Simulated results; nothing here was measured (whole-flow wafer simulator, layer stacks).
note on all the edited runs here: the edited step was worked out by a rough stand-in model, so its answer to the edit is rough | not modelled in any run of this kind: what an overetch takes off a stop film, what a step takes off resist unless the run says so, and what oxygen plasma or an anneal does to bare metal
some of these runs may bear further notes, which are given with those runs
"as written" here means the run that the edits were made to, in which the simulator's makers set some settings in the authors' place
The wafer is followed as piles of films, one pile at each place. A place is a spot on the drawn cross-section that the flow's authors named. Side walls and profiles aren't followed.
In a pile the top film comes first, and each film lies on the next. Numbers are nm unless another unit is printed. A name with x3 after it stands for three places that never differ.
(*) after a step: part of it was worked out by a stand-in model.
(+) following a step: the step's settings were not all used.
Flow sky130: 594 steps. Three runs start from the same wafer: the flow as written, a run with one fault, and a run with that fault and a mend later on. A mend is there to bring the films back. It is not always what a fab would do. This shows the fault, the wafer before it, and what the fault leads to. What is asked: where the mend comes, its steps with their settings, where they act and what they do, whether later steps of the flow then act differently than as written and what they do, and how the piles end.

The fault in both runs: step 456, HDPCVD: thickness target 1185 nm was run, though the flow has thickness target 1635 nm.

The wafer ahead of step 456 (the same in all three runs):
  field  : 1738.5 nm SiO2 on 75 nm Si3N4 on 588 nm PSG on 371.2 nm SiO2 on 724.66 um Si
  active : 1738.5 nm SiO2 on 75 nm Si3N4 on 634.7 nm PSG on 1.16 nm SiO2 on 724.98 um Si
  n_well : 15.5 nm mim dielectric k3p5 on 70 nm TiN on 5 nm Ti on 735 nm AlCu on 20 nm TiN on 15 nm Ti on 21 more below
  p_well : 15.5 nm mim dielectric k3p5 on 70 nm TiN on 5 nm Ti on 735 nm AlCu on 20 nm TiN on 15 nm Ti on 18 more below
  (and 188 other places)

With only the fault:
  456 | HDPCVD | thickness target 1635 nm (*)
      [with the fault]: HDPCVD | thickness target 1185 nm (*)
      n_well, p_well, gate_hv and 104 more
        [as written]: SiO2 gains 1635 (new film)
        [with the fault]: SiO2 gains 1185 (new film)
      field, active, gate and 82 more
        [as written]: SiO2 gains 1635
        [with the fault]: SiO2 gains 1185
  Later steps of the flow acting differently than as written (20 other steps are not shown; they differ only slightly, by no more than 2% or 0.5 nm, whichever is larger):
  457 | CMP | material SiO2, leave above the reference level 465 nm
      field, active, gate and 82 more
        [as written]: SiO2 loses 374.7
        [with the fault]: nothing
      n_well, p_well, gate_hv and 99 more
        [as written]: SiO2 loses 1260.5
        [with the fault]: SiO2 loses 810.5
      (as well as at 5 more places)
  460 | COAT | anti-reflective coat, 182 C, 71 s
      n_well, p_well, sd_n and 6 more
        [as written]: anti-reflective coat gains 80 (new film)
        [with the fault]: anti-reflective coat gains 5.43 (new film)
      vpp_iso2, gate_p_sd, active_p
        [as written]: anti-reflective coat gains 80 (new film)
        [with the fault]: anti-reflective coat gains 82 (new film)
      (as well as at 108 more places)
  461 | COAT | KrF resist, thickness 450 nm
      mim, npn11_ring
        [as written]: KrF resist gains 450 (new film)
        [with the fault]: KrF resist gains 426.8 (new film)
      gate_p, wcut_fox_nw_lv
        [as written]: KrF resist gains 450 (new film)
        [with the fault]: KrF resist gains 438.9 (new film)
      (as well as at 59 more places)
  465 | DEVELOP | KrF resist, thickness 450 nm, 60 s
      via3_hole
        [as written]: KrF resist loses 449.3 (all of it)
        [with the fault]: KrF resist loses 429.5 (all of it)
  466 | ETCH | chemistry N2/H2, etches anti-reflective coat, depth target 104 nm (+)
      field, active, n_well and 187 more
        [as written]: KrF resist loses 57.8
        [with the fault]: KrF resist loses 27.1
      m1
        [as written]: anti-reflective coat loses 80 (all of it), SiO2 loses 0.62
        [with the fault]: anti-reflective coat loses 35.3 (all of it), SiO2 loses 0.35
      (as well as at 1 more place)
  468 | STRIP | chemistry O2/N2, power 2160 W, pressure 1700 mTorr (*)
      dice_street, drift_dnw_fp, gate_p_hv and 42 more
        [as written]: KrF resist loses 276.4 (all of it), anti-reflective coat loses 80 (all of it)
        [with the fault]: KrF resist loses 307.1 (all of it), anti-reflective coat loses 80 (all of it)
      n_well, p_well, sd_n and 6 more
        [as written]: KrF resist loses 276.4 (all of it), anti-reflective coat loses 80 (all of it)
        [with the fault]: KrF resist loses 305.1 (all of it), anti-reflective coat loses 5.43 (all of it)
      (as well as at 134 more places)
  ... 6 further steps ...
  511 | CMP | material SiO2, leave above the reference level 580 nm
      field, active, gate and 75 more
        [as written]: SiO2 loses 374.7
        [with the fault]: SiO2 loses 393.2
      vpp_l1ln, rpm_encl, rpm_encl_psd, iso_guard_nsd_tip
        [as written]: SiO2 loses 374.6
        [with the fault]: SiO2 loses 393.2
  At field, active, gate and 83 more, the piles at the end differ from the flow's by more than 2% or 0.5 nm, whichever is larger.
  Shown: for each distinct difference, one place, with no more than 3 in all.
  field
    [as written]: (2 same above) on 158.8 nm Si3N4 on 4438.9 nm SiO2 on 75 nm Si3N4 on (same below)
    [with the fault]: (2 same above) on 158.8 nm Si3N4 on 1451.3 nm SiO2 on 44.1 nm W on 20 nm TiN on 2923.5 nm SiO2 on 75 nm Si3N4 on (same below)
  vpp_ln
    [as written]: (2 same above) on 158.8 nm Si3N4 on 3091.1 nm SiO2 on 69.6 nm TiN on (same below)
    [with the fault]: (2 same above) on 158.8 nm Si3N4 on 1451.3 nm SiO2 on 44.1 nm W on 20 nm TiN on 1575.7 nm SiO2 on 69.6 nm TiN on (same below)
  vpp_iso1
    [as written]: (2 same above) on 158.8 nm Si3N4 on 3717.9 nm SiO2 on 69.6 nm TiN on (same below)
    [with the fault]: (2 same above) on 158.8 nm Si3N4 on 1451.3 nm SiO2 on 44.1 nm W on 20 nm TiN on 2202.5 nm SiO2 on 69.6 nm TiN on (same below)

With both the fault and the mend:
  The mend stands after step 456.
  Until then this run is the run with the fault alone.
  456a | HDPCVD | thickness target 450 nm (*) (the flow's step 456 again, with other settings)
      field, active, n_well and 189 more
        SiO2 gains 450
  None of the later steps of the flow acts differently than as written at any place that is followed.
  By the end, the piles equal the flow's at every place that both follow.
